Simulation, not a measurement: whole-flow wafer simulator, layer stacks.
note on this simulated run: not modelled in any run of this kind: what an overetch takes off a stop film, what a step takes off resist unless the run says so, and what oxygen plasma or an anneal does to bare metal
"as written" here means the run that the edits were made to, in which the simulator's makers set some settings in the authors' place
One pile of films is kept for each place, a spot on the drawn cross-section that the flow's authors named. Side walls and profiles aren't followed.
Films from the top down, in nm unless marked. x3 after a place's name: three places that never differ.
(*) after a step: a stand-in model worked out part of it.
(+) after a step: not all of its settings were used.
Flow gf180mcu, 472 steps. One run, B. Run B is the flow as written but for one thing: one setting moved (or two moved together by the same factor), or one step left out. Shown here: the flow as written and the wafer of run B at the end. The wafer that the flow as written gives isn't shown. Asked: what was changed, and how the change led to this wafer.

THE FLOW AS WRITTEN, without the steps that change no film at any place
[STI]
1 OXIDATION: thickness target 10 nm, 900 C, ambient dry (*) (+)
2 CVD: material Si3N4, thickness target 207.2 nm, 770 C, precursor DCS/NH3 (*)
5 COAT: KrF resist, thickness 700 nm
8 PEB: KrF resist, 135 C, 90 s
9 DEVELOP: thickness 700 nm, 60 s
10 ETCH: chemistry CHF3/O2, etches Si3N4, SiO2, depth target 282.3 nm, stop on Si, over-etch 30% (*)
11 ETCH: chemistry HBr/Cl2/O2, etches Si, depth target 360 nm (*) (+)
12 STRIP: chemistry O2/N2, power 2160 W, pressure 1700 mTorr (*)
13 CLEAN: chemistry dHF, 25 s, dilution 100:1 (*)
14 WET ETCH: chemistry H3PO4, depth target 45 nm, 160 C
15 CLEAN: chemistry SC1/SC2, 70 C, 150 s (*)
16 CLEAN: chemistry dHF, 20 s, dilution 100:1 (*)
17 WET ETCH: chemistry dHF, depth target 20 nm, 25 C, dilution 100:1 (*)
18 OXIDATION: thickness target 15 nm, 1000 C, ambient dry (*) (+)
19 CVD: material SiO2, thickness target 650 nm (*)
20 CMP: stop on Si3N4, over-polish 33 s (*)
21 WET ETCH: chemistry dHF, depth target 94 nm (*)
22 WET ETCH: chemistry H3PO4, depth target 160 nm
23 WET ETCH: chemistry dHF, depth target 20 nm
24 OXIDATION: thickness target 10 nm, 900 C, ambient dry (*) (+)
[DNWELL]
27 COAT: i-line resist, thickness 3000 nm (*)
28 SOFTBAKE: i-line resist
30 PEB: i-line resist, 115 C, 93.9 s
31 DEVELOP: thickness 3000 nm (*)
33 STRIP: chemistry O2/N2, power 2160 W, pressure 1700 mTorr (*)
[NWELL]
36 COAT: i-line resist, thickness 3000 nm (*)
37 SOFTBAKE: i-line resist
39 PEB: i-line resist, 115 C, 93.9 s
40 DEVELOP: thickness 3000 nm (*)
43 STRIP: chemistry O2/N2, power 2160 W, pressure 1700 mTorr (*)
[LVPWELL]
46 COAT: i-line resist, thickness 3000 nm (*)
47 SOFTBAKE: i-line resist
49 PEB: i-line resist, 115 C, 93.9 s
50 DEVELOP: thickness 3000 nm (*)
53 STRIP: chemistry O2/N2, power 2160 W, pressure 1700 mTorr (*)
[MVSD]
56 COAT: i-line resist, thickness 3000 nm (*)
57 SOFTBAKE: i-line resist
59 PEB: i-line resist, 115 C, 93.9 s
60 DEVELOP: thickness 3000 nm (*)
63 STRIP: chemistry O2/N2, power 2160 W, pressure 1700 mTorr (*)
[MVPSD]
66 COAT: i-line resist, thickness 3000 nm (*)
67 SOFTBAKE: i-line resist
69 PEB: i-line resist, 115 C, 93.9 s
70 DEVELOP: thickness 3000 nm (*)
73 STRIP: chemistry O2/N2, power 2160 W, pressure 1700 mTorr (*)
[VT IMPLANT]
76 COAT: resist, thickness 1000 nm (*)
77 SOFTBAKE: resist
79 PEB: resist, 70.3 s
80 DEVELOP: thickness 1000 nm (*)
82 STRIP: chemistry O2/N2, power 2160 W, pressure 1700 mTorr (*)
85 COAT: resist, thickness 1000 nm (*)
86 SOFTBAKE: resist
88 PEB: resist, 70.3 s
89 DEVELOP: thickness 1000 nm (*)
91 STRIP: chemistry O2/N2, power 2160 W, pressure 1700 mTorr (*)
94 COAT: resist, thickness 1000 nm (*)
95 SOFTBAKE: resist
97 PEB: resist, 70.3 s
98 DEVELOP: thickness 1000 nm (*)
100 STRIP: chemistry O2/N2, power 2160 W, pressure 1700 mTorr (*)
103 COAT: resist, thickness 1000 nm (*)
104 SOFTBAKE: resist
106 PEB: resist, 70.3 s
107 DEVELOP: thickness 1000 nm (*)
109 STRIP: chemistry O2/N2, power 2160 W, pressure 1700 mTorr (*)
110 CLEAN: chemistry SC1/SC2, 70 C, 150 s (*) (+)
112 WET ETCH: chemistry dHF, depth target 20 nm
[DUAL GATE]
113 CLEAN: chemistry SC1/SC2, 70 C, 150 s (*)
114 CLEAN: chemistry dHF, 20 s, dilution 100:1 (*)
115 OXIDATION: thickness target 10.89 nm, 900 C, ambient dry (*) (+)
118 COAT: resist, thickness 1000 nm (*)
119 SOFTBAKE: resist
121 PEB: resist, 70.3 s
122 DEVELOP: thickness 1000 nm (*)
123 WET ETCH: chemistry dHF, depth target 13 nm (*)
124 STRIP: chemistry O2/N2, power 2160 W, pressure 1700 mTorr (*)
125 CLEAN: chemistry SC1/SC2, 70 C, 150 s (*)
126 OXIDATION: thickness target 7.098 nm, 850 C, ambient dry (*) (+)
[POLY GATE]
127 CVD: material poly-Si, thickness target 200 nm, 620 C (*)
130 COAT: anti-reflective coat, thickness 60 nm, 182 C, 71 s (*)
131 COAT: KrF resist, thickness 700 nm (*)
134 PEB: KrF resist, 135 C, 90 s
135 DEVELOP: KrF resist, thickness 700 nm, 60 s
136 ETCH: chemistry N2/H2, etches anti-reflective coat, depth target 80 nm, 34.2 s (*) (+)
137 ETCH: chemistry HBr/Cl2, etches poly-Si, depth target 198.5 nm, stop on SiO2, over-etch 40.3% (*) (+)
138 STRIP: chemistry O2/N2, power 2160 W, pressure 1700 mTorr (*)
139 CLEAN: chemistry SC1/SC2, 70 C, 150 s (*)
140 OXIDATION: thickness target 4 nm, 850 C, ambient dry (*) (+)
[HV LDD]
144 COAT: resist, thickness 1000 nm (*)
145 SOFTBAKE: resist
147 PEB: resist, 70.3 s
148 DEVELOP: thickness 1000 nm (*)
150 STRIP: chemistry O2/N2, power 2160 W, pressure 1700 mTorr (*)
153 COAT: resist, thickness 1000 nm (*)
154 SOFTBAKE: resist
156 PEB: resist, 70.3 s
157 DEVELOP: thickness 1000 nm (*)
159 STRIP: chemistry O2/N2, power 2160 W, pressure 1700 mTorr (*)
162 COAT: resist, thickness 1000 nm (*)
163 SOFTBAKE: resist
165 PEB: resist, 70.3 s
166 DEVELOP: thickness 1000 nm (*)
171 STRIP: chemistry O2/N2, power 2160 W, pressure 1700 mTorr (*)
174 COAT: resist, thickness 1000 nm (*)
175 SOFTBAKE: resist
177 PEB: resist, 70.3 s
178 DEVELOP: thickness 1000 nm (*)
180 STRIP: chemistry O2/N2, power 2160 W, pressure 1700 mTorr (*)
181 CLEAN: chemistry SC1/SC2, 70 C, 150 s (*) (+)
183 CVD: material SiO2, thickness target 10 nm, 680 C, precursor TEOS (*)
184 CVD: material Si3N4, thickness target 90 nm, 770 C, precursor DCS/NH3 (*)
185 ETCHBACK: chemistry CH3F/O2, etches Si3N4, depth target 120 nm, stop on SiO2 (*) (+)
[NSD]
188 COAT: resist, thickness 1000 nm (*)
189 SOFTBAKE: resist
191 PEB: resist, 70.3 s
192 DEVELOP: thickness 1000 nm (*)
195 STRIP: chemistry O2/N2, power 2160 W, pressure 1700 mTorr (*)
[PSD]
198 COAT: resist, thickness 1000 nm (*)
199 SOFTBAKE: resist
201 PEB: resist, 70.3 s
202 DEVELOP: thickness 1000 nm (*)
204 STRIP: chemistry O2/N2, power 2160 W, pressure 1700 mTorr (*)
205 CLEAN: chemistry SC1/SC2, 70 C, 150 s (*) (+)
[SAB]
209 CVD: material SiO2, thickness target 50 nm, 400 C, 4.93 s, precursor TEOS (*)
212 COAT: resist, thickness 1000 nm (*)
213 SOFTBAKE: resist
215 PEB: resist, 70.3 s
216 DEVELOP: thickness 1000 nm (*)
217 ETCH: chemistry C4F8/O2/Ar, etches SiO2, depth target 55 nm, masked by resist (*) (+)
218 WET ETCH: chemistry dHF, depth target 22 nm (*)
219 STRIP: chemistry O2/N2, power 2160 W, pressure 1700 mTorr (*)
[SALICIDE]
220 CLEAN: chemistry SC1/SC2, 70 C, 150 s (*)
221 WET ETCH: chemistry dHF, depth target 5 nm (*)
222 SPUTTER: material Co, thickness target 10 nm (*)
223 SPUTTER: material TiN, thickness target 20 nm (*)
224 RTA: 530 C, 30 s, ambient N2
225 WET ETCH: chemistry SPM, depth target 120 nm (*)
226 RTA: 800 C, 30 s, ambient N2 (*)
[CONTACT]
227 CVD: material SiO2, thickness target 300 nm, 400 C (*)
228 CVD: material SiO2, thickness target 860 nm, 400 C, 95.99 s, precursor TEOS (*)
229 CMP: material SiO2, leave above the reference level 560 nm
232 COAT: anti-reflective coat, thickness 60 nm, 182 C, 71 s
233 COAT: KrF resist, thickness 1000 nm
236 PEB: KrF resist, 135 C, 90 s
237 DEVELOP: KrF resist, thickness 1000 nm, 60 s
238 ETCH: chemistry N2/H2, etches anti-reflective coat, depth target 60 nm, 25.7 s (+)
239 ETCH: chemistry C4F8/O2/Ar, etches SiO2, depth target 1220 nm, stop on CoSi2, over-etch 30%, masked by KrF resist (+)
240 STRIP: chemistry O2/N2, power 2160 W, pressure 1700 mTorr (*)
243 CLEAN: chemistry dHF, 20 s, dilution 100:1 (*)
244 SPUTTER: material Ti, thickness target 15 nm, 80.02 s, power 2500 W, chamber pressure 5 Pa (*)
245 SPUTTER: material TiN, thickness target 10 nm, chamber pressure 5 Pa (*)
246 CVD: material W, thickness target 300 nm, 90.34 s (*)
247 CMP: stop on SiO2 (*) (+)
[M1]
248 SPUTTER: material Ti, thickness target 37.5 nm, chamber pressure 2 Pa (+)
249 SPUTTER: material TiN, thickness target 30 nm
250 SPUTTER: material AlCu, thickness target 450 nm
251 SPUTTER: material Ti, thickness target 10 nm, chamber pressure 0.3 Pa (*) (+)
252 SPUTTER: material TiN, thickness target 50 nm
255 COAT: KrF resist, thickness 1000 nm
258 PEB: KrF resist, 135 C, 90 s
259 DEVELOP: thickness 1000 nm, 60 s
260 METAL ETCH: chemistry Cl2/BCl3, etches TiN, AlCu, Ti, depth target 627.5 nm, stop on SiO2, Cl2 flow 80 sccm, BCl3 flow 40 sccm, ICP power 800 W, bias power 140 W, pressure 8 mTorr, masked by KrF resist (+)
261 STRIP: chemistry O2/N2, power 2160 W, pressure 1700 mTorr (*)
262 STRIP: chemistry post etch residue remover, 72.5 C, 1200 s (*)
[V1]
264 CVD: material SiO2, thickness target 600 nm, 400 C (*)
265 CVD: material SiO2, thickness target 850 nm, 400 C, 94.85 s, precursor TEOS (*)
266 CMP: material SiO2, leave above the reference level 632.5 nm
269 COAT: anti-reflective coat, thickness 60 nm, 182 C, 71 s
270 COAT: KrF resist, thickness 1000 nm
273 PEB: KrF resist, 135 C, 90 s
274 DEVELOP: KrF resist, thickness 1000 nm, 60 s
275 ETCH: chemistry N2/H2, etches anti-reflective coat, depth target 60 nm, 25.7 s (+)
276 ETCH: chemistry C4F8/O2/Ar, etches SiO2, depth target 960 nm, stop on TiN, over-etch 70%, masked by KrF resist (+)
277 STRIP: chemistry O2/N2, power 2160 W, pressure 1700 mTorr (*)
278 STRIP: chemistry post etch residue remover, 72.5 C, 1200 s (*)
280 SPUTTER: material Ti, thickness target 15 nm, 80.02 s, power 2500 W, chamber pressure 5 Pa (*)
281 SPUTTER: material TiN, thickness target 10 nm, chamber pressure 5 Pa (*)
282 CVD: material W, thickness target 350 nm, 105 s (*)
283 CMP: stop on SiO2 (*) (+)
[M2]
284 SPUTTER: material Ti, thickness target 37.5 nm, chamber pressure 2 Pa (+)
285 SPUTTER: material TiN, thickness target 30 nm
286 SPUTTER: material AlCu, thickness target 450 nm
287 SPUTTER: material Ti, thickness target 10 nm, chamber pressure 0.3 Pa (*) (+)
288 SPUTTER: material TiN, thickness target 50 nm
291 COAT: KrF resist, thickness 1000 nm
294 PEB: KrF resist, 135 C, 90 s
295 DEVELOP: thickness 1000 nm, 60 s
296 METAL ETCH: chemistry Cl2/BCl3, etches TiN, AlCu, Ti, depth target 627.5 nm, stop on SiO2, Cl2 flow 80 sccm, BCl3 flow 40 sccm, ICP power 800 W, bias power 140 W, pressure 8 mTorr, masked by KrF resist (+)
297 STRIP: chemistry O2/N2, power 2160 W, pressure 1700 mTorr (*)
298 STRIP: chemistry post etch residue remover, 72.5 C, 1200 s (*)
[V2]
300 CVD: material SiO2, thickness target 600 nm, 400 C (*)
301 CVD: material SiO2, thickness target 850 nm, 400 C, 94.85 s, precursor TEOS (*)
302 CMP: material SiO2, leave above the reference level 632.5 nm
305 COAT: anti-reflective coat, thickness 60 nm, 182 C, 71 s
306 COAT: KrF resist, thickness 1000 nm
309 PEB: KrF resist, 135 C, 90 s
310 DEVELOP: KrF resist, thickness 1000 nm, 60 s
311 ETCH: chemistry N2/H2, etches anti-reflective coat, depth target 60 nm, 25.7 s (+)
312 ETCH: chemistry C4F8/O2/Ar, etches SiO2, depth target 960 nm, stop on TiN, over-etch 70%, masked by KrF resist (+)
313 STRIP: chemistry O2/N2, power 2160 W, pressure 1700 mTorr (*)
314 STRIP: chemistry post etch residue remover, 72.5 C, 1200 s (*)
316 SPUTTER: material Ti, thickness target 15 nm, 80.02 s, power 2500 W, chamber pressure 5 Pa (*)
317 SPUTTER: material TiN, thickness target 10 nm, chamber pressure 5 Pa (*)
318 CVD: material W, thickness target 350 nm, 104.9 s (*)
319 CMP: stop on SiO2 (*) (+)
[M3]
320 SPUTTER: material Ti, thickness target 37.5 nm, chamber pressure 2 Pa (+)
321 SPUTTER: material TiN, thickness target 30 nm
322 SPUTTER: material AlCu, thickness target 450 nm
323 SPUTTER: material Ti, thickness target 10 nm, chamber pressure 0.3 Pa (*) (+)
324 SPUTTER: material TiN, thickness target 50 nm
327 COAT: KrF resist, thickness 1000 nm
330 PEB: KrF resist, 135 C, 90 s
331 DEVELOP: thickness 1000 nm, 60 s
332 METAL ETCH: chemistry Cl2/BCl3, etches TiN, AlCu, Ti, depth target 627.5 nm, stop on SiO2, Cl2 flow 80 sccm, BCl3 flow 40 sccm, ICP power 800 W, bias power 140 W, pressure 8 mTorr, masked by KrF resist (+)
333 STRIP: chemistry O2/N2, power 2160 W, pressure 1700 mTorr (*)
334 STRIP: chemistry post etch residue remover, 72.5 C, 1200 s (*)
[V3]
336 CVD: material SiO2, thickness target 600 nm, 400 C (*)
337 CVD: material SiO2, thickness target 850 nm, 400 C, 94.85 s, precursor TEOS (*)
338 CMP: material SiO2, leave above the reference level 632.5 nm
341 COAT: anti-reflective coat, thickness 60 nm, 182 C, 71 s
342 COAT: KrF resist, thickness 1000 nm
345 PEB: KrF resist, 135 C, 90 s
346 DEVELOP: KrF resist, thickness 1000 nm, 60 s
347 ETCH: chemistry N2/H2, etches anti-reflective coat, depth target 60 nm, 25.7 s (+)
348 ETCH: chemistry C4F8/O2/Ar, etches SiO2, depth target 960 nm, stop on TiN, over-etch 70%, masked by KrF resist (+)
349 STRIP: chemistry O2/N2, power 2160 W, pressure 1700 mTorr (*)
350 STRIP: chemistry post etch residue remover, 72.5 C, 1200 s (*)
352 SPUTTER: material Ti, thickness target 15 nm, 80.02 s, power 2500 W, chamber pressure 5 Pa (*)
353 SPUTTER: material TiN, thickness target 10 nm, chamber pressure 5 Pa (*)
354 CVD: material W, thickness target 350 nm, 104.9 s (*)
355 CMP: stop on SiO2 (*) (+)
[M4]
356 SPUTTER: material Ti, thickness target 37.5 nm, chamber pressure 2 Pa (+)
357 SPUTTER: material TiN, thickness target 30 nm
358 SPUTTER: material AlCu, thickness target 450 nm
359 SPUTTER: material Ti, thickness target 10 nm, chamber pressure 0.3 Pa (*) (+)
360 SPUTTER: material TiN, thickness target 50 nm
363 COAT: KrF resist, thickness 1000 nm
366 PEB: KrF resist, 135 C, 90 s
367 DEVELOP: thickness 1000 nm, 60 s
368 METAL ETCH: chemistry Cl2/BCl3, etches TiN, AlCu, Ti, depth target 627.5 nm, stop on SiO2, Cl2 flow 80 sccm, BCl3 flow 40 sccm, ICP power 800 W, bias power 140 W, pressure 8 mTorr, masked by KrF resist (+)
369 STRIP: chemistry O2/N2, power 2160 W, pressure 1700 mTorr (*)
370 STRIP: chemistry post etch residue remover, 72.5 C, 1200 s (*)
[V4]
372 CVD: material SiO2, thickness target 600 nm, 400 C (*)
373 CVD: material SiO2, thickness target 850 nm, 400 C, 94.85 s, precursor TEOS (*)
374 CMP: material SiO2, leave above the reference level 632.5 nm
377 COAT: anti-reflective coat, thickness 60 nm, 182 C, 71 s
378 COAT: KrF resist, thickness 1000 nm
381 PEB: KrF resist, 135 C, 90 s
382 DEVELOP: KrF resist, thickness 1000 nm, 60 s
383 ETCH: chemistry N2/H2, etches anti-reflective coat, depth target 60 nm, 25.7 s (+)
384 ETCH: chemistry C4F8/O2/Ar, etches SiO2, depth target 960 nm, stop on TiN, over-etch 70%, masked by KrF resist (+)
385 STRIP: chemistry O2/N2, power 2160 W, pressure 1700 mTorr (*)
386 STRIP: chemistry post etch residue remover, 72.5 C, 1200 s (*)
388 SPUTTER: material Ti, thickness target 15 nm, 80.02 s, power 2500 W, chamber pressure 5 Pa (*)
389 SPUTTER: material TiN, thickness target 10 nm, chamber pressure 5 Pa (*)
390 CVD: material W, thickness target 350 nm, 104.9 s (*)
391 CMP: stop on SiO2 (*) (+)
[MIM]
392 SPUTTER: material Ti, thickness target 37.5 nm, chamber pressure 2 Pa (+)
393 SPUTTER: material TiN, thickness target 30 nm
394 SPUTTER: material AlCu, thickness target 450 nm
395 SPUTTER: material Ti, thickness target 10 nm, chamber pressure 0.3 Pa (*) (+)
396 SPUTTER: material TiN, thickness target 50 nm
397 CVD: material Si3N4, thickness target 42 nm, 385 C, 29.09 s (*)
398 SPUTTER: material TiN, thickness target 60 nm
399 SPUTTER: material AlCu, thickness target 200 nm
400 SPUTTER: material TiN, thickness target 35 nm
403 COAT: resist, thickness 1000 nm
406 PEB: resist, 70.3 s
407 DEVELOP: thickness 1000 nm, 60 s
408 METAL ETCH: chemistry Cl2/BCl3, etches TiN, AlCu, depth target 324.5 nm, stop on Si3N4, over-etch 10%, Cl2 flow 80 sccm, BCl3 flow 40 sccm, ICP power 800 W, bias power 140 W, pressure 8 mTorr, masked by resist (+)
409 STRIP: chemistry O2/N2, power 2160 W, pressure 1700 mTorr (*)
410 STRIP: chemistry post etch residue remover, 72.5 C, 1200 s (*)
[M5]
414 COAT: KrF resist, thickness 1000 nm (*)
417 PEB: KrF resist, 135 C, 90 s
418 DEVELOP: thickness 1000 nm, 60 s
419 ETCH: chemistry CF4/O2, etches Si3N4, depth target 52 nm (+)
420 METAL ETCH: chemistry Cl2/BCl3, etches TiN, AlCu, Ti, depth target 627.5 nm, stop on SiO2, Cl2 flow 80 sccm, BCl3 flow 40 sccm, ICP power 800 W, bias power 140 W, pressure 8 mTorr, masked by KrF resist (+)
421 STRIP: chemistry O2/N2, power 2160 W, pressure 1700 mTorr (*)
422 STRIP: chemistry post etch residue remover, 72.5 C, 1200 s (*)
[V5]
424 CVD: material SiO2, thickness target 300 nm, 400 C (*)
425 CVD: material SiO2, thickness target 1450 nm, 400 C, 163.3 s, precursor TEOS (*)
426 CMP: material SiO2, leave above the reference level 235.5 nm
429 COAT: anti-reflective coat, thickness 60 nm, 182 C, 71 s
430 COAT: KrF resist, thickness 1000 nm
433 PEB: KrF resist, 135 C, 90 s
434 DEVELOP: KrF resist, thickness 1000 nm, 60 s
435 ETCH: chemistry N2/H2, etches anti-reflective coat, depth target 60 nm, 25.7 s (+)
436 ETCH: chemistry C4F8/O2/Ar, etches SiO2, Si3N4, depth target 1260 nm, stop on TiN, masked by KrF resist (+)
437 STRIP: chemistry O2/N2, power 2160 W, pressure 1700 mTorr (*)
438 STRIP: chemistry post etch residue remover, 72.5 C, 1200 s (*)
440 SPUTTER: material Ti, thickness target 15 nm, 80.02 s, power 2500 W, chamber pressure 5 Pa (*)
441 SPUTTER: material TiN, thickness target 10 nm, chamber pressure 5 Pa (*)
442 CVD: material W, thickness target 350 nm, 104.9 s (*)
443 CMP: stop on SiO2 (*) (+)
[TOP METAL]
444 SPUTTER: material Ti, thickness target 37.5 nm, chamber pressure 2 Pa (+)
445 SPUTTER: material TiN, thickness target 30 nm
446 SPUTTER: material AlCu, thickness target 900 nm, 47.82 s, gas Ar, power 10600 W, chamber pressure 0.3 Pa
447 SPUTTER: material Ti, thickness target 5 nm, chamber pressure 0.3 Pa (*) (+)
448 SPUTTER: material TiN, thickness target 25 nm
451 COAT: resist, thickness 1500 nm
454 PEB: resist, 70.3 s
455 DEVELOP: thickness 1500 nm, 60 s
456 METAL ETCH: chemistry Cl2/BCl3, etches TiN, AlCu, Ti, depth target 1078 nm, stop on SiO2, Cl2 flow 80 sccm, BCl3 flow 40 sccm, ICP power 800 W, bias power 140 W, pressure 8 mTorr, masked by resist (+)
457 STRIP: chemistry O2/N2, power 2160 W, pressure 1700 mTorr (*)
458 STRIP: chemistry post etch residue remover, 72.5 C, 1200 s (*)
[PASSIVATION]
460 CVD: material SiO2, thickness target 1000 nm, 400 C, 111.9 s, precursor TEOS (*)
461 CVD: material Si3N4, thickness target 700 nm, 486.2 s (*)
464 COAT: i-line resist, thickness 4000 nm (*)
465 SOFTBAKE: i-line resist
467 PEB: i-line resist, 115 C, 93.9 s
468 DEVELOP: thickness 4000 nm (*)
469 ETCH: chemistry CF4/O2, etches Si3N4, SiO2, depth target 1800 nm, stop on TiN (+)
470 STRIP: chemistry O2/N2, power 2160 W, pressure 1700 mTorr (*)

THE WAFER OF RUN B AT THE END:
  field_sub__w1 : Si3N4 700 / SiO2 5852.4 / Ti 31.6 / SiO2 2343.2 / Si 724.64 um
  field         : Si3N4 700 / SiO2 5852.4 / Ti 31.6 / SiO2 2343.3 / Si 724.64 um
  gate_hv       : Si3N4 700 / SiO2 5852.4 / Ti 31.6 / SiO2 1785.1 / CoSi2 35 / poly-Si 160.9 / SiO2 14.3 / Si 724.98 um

The cause: step 296, METAL ETCH: depth target 545.9 nm was run, where the flow has depth target 627.5 nm.

How the change led to this, step by step:
  296 METAL ETCH: chemistry Cl2/BCl3, etches TiN, AlCu, Ti, depth target 627.5 nm, stop on SiO2, Cl2 flow 80 sccm, BCl3 flow 40 sccm, ICP power 800 W, bias power 140 W, pressure 8 mTorr, masked by KrF resist (+)
      field, field__w1, field__w2 and 103 more: TiN -50 (all of it), Ti -10 (all of it), AlCu -450 (all of it), TiN -30 (all of it), Ti -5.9 (as written it would be: TiN -50 (all of it), Ti -10 (all of it), AlCu -450 (all of it), TiN -30 (all of it), Ti -37.5 (all of it))
      field__w8, contact, m1, m1__w1, m1_nw: KrF resist -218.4 (as written it would be: KrF resist -251)
  297 STRIP: chemistry O2/N2, power 2160 W, pressure 1700 mTorr (*)
      field__w8, contact, m1, m1__w1, m1_nw: KrF resist -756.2 (all of it) (as written it would be: KrF resist -723.5 (all of it))
  300 CVD: material SiO2, thickness target 600 nm, 400 C (*)
      field, field__w1, field__w2 and 103 more: SiO2 +600 (new film) (as written it would be: SiO2 +600)
  302 CMP: material SiO2, leave above the reference level 632.5 nm
      field, field__w1, field__w2 and 103 more: SiO2 -331.6 (as written it would be: SiO2 -300)
Counting metal films that touch as one body, field_sub__w1 has 1 body; the flow as written gives 0 bodies.
Counting metal films that touch as one body, field has 1 body; the flow as written gives 0 bodies.
Counting metal films that touch as one body, gate_hv has 2 bodies (between them, from the top down: SiO2 1785.1); the flow as written gives 1 body.
